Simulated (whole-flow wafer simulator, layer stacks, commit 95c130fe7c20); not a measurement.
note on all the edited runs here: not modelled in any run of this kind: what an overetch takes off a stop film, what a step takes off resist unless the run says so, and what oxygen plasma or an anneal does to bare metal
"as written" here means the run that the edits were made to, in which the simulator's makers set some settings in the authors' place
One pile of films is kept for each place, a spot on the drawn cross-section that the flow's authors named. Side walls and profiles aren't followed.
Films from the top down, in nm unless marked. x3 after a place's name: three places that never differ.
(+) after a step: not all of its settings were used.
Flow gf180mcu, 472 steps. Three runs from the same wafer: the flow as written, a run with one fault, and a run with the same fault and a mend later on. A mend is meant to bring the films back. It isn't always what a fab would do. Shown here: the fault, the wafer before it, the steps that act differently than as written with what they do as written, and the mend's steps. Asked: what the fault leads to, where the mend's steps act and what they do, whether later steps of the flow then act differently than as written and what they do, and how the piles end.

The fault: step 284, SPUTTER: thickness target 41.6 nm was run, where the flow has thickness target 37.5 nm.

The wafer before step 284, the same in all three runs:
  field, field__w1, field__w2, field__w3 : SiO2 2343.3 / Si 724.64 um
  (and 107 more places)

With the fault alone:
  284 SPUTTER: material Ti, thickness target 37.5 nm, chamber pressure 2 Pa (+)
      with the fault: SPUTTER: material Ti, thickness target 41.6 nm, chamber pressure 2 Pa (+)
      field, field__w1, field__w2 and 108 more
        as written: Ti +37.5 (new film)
        with the fault: Ti +41.6 (new film)
  Later steps of the flow that act differently than as written (1 more step differs only slightly, by at most 2% or 0.5 nm, whichever is larger, and isn't shown):
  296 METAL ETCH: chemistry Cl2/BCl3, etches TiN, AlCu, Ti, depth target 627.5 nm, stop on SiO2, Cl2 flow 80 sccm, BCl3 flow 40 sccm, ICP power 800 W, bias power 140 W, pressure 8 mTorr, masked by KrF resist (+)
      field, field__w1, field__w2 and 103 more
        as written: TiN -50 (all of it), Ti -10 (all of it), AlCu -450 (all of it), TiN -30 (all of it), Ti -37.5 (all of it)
        with the fault: TiN -50 (all of it), Ti -10 (all of it), AlCu -450 (all of it), TiN -30 (all of it), Ti -41.6 (all of it)
  At the end the piles differ from the flow's by more than 2% or 0.5 nm, whichever is larger, at field__w8, contact, m1, m1__w1, m1_nw.
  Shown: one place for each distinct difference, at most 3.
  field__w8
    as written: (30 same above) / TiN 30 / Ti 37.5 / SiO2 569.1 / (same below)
    with the fault: (30 same above) / TiN 30 / Ti 41.6 / SiO2 569.1 / (same below)
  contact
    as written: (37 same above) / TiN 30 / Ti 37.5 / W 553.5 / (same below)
    with the fault: (37 same above) / TiN 30 / Ti 41.6 / W 553.5 / (same below)

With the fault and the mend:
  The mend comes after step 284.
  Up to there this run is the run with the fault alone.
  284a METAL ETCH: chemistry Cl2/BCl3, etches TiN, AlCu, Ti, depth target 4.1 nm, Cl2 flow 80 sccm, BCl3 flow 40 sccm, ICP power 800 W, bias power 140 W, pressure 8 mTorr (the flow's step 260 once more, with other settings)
      field, field__w1, field__w2 and 108 more
        Ti -4.1
  No later step of the flow acts differently than as written at any place that is followed.
  At the end the piles are the same as the flow's at every place that both follow.
